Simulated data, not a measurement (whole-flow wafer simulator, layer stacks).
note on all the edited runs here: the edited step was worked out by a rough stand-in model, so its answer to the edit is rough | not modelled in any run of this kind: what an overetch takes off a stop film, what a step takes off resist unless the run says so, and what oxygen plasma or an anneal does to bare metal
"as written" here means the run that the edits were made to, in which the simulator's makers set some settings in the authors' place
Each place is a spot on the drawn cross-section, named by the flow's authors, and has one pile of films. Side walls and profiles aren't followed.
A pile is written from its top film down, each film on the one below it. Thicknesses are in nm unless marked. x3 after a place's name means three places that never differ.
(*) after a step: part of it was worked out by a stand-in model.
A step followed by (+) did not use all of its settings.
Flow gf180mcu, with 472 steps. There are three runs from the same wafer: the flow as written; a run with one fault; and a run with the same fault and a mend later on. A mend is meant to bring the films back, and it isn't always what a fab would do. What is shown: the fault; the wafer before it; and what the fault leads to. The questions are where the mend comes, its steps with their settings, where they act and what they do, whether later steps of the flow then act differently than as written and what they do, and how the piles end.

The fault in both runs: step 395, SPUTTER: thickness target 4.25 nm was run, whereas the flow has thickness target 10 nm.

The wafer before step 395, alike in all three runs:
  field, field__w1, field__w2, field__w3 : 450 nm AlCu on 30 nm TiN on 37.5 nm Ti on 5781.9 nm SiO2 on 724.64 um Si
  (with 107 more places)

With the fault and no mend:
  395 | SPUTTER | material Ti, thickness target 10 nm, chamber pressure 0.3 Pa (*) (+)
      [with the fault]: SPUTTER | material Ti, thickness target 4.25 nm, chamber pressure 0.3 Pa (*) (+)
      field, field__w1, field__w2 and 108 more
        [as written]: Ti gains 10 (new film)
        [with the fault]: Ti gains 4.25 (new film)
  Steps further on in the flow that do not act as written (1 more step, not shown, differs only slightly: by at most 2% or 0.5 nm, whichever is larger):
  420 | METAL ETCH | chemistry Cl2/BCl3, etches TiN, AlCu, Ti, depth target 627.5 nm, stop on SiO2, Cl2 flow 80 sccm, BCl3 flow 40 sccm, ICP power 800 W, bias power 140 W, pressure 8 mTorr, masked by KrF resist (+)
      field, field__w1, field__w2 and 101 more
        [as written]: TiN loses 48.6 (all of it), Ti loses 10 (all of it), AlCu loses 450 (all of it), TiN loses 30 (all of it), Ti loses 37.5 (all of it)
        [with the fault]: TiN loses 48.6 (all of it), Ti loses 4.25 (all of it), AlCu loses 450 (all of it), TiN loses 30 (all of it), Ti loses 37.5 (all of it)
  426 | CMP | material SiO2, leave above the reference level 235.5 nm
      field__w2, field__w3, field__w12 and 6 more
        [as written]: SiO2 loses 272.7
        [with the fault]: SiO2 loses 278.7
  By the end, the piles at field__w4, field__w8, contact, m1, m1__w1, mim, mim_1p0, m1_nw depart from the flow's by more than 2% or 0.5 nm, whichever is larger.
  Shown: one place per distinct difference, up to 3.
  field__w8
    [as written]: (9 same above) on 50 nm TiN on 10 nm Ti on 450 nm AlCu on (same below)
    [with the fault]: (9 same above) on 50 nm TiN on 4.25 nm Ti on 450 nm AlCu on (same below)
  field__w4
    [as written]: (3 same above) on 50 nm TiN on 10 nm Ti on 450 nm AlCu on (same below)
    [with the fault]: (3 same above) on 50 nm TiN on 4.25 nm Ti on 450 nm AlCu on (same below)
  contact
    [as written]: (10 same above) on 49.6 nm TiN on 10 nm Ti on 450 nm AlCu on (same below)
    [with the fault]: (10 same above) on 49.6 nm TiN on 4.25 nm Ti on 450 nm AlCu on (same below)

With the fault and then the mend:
  The mend stands after step 395.
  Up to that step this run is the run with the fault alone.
  395a | SPUTTER | material Ti, thickness target 5.75 nm, chamber pressure 0.3 Pa (*) (+) (a further turn of the flow's step 395, with different settings)
      field, field__w1, field__w2 and 108 more
        Ti gains 5.75
  None of the later steps of the flow acts differently than as written at any place that is followed.
  At every place that both follow, the piles at the end match the flow's.
